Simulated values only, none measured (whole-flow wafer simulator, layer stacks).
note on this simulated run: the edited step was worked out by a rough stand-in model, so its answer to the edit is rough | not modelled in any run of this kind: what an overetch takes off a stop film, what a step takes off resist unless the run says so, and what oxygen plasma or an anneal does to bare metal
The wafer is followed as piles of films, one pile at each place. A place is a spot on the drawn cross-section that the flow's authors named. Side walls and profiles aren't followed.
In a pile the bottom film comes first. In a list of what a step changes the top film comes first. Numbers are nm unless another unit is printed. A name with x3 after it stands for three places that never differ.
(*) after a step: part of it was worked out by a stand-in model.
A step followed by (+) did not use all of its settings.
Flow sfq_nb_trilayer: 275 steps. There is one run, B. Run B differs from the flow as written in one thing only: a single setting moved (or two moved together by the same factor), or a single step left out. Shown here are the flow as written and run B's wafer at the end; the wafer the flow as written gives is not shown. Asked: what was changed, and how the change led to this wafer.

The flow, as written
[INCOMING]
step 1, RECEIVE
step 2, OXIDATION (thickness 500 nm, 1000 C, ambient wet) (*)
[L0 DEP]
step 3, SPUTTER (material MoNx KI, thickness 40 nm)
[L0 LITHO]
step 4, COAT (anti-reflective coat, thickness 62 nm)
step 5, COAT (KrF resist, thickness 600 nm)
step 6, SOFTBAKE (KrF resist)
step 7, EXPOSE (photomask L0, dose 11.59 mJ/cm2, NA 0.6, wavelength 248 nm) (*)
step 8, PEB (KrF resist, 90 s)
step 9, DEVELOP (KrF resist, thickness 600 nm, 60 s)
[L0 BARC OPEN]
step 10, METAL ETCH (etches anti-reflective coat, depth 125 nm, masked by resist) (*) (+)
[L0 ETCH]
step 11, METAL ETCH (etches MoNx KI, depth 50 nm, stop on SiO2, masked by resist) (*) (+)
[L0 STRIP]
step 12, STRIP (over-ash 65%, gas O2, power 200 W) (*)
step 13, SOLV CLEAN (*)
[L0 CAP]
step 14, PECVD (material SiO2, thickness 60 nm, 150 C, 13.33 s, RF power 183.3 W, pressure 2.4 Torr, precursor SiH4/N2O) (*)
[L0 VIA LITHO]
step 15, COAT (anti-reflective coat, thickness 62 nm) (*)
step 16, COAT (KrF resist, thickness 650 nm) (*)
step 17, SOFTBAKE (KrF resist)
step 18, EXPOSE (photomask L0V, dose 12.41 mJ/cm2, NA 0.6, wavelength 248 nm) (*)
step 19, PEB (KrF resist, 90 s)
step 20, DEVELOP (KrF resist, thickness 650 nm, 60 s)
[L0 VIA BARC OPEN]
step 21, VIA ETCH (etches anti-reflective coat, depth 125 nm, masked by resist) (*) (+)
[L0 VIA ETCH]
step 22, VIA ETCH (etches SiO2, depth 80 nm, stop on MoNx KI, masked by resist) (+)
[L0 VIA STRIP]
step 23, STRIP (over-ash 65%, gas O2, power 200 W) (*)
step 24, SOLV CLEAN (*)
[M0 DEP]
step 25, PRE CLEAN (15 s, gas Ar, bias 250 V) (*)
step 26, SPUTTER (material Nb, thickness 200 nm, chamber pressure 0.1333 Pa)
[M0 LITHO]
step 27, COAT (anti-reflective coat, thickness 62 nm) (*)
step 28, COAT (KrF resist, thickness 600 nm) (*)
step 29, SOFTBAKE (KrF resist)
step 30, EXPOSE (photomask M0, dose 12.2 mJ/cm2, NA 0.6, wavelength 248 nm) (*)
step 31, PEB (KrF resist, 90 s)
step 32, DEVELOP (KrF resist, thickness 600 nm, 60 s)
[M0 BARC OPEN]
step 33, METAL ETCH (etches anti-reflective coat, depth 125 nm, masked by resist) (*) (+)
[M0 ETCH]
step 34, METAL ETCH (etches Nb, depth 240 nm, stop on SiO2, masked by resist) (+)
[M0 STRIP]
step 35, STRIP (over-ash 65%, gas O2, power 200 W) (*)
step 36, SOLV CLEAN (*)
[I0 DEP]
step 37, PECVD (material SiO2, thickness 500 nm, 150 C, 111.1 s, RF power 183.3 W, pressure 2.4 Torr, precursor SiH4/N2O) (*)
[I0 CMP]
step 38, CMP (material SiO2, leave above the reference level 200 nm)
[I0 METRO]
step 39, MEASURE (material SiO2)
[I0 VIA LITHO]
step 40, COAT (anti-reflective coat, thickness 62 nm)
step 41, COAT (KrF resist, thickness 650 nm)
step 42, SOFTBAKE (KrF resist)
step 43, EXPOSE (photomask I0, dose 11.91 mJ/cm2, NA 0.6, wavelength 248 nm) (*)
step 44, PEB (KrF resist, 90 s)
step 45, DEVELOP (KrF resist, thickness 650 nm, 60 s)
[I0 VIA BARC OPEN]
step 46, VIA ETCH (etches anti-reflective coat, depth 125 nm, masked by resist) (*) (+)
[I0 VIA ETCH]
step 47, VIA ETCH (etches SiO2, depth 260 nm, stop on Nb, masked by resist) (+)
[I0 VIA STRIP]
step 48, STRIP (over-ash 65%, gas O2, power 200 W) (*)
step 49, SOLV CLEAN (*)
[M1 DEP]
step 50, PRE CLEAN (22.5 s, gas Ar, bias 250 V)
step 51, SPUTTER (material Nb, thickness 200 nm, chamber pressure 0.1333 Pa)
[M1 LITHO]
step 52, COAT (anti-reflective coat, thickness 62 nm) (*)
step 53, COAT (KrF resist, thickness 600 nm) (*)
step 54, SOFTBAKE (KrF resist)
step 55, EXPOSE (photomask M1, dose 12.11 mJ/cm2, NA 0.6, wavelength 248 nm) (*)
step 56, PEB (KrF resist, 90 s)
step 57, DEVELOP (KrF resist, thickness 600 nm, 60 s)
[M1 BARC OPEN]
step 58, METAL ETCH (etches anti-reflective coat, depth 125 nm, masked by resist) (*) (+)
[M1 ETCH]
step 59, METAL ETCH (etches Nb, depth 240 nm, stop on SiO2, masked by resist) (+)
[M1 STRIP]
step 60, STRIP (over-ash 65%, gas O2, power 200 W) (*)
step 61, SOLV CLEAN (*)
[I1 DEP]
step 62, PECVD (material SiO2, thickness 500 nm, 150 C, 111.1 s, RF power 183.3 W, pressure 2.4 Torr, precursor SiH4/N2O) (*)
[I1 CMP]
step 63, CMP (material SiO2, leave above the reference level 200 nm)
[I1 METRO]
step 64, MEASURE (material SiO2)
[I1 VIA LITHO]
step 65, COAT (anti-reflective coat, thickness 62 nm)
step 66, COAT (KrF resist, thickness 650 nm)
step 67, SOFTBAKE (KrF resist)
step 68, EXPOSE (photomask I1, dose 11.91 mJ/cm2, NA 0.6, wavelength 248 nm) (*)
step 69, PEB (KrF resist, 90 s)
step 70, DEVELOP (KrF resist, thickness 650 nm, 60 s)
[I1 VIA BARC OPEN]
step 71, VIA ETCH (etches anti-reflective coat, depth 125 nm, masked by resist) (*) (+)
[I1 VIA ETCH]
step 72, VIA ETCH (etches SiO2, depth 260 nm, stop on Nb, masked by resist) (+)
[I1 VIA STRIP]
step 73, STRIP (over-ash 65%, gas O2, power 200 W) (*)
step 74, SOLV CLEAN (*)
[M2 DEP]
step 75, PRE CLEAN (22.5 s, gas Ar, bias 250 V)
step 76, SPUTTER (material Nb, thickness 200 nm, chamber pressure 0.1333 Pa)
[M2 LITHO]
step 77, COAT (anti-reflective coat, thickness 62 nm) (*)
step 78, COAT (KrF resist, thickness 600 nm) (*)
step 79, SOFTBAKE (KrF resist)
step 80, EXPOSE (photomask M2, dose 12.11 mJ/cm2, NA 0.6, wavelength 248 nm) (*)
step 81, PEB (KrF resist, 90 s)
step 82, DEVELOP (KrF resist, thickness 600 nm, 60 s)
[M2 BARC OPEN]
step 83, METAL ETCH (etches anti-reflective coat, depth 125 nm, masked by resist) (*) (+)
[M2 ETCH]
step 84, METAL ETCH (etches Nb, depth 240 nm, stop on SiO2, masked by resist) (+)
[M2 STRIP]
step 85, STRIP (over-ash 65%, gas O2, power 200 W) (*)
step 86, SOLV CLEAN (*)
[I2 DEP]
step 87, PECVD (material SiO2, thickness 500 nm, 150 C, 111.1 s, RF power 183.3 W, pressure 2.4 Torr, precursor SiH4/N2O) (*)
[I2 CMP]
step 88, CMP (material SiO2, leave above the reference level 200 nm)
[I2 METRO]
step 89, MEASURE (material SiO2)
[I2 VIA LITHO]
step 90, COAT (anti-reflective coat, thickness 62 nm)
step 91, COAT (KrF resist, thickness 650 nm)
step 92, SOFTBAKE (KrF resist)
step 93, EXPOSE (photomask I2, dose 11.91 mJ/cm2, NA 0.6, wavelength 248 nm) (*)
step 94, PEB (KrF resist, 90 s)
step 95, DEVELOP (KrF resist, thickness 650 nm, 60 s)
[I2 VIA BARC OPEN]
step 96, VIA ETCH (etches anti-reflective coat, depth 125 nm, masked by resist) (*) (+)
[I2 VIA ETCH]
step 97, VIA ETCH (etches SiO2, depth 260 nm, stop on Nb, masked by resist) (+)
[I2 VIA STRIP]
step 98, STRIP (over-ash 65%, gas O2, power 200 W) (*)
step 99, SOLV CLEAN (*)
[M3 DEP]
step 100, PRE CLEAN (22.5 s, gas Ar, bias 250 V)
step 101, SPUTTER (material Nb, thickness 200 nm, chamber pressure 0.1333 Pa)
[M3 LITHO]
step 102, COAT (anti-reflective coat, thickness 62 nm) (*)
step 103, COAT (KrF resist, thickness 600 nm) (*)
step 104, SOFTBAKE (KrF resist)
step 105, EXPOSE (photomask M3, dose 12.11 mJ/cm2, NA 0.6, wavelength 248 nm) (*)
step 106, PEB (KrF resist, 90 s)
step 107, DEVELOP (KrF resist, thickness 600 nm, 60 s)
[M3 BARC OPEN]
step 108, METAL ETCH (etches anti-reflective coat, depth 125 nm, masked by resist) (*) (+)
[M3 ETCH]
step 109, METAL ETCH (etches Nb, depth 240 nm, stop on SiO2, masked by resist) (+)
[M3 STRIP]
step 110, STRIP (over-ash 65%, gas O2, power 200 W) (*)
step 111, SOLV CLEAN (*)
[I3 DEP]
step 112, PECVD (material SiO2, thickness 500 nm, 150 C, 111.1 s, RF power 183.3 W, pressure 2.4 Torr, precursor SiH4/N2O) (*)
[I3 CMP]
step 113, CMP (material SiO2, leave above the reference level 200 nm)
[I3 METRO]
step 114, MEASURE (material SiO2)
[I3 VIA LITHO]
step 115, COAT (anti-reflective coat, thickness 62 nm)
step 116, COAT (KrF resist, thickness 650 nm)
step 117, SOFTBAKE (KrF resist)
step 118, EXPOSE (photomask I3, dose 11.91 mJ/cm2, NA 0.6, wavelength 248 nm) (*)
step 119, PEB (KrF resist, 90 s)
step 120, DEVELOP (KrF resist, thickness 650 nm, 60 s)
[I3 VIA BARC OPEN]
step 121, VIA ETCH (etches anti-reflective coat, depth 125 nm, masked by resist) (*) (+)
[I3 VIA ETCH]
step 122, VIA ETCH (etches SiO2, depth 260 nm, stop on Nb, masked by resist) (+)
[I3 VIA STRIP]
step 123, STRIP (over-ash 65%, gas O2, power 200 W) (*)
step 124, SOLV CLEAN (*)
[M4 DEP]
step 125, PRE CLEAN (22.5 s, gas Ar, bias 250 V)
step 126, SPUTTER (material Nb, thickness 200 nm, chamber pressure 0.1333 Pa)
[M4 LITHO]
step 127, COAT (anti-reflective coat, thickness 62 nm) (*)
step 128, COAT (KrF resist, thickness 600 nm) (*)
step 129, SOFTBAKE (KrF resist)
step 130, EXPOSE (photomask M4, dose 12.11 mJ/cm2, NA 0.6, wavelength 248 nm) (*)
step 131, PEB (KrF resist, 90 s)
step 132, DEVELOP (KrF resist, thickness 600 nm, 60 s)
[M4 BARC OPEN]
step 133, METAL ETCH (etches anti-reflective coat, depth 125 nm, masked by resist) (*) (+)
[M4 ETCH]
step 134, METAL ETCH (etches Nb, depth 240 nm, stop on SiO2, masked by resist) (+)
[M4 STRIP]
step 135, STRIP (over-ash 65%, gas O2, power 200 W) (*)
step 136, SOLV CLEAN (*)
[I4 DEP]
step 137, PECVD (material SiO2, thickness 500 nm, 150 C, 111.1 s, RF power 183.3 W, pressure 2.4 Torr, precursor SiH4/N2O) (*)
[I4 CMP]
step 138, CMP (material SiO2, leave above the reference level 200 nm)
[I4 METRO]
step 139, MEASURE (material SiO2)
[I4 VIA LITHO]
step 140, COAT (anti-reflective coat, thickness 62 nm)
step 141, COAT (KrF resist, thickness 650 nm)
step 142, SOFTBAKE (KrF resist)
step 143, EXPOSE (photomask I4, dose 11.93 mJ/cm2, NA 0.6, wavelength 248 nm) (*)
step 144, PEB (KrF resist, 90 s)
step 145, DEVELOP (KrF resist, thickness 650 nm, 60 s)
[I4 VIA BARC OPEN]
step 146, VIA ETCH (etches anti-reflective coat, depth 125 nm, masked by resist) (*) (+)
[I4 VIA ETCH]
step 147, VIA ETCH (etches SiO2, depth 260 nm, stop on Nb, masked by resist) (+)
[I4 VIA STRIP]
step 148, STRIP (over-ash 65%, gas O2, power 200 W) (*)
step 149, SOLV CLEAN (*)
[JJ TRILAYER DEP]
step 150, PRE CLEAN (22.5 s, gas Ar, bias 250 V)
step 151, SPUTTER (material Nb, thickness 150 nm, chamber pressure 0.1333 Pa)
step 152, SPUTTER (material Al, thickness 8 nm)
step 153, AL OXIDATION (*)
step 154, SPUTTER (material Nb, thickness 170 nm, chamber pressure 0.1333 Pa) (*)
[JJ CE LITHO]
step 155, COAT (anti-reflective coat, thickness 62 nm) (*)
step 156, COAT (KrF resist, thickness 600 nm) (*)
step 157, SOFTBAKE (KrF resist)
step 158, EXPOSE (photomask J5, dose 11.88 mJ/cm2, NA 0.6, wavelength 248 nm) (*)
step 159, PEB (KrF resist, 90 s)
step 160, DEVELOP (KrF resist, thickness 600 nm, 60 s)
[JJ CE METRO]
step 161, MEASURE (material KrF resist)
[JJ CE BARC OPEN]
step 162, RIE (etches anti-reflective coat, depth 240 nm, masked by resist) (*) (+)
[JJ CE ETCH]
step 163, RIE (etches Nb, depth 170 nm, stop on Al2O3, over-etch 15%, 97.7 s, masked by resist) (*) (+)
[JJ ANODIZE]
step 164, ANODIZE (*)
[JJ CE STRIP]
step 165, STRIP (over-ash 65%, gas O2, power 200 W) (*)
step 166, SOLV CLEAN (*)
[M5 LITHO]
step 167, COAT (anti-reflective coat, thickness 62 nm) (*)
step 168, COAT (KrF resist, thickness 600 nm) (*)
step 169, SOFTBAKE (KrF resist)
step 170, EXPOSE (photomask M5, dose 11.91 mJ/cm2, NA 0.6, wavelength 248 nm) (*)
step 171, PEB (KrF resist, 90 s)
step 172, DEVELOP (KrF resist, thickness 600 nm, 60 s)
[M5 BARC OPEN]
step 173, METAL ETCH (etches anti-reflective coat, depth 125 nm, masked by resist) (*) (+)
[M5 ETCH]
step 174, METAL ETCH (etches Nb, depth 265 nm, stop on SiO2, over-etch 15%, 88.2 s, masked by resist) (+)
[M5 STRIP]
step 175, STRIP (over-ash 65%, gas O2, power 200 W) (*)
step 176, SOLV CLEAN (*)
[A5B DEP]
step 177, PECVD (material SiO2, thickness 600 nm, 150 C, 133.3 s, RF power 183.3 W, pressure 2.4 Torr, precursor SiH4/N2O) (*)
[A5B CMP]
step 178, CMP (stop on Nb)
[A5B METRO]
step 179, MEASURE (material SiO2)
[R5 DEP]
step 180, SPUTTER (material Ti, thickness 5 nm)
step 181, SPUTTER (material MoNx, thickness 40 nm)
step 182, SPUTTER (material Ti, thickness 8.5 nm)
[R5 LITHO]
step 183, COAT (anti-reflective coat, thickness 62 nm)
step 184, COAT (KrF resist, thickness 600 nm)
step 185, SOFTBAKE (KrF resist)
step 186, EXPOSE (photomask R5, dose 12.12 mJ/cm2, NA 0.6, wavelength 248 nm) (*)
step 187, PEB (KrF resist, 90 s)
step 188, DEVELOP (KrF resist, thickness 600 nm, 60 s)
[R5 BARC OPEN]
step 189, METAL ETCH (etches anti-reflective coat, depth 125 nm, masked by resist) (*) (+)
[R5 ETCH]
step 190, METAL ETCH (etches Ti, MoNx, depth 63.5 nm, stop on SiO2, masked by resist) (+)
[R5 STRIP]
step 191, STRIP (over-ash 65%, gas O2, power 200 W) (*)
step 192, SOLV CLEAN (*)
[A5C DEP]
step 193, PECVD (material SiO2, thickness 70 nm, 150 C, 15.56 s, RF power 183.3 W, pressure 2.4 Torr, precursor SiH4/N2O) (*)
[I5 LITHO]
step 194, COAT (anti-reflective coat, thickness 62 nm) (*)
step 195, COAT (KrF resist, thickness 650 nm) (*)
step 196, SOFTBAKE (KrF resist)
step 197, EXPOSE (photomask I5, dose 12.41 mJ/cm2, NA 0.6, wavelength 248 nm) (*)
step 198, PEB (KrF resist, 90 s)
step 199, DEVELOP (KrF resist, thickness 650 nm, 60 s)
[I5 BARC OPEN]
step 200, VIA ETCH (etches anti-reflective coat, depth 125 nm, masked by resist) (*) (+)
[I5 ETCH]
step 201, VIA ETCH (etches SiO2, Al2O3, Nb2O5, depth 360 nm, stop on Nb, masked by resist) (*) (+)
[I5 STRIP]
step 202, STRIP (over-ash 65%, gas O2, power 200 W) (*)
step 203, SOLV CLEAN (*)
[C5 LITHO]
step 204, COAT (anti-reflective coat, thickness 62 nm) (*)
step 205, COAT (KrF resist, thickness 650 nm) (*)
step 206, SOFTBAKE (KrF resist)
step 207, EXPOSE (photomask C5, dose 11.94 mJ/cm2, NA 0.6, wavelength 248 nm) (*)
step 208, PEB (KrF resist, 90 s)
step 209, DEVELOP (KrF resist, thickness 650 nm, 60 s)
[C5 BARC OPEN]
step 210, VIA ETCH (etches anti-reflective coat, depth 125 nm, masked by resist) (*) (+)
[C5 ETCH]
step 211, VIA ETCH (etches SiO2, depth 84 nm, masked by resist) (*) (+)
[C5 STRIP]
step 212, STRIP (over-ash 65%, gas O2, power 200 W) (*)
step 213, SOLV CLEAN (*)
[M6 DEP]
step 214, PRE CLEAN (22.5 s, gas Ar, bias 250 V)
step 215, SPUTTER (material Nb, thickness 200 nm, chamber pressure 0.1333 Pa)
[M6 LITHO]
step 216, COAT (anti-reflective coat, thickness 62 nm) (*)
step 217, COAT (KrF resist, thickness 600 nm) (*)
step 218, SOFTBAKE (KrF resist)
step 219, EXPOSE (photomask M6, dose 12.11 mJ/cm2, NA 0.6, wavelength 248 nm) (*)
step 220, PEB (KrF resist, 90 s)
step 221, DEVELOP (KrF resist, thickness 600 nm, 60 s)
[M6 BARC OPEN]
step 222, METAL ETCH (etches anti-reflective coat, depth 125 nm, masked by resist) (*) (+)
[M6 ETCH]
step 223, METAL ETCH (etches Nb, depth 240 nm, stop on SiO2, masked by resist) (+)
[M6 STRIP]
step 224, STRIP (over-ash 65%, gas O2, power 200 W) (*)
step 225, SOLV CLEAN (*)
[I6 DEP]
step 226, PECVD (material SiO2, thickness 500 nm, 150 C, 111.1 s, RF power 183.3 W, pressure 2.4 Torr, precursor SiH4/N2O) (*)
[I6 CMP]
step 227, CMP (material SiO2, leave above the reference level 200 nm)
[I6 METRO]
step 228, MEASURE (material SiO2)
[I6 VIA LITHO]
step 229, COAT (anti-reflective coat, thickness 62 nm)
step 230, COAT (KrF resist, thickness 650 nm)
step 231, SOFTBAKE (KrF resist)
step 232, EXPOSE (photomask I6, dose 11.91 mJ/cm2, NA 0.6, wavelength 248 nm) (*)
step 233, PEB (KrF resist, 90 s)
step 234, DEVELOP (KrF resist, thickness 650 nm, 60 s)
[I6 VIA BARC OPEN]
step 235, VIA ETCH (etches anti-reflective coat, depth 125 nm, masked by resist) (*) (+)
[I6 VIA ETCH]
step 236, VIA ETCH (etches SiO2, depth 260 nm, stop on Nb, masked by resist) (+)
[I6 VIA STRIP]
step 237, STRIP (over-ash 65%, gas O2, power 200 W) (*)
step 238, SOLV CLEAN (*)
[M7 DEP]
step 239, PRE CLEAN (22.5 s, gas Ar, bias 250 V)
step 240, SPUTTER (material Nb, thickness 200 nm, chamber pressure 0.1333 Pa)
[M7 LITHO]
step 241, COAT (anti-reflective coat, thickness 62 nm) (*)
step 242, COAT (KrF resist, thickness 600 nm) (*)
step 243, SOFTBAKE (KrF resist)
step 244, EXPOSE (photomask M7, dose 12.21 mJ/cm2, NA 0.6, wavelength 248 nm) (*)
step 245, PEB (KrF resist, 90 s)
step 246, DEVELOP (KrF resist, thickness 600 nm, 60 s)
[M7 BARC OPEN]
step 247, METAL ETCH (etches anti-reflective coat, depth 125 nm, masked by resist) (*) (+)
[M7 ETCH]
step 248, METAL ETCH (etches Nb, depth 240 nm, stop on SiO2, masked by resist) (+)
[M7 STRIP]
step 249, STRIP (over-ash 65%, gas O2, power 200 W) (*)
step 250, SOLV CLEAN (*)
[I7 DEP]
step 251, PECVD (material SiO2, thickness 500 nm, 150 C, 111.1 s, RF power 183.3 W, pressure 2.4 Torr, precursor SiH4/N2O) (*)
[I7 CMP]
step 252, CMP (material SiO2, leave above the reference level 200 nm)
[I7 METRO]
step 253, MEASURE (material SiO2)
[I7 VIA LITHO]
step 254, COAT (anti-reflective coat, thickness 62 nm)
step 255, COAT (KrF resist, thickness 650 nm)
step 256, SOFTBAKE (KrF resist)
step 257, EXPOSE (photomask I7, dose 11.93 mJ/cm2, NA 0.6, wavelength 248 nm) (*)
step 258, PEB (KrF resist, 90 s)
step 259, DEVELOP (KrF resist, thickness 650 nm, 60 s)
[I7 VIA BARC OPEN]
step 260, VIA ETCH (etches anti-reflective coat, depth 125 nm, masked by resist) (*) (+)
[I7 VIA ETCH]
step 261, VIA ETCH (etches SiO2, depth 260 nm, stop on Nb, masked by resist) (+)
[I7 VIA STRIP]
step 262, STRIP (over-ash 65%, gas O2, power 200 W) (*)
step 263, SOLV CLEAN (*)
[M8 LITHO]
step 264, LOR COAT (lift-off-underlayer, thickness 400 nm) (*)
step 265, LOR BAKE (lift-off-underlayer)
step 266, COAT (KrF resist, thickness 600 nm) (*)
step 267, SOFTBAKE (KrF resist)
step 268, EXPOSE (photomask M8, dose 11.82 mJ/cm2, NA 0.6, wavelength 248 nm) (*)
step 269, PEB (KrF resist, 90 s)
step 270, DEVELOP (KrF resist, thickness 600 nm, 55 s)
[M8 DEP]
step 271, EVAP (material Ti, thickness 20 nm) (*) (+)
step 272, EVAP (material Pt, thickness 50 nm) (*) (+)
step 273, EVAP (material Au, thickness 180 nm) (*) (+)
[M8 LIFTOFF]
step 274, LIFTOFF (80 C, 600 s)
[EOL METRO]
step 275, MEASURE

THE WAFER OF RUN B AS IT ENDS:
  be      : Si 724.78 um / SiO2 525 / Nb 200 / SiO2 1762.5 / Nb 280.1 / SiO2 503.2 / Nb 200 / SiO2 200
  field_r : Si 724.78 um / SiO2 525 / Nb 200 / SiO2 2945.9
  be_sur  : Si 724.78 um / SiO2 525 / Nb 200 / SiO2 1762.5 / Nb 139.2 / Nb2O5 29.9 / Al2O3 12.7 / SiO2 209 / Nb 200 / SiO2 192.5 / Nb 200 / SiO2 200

What caused this: step 14, PECVD: thickness 30 nm was run, while the flow as written has thickness 60 nm.

How this came from the change, step by step:
  step 14, PECVD (material SiO2, thickness 60 nm, 150 C, 13.33 s, RF power 183.3 W, pressure 2.4 Torr, precursor SiH4/N2O) (*)
      v_sur, via_wl, via_w and 97 more: +30 SiO2 (it would be, as written: +60 SiO2)
      field_l, l0_sur, l0v, l0r_line_l, l0r_line_c, l0r_line_r: +30 SiO2 (new film) (it would be, as written: +60 SiO2 (new film))
  step 22, VIA ETCH (etches SiO2, depth 80 nm, stop on MoNx KI, masked by resist) (+)
      field_l, v_sur, via_wl and 102 more: -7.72 KrF resist (it would be, as written: -13.8 KrF resist)
      l0v: -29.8 SiO2 (all of it) (it would be, as written: -59.8 SiO2 (all of it))
  step 26, SPUTTER (material Nb, thickness 200 nm, chamber pressure 0.1333 Pa)
      l0v: +200 Nb (new film) (it would be, as written: +195.7 Nb (new film))
  step 27, COAT (anti-reflective coat, thickness 62 nm) (*)
      l0_sur: +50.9 anti-reflective coat (new film) (it would be, as written: +47.5 anti-reflective coat (new film))
      l0v: +68.7 anti-reflective coat (new film) (it would be, as written: +78 anti-reflective coat (new film))
  step 28, COAT (KrF resist, thickness 600 nm) (*)
      l0v: +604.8 KrF resist (new film) (it would be, as written: +622.9 KrF resist (new film))
  step 35, STRIP (over-ash 65%, gas O2, power 200 W) (*)
      l0_sur: -373.6 KrF resist (all of it), -50.9 anti-reflective coat (all of it) (it would be, as written: -372 KrF resist (all of it), -47.5 anti-reflective coat (all of it))
      l0v: -387.2 KrF resist (all of it), -68.7 anti-reflective coat (all of it) (it would be, as written: -405.3 KrF resist (all of it), -78 anti-reflective coat (all of it))
  step 38, CMP (material SiO2, leave above the reference level 200 nm)
      l0v: -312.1 SiO2 (it would be, as written: -277.8 SiO2)
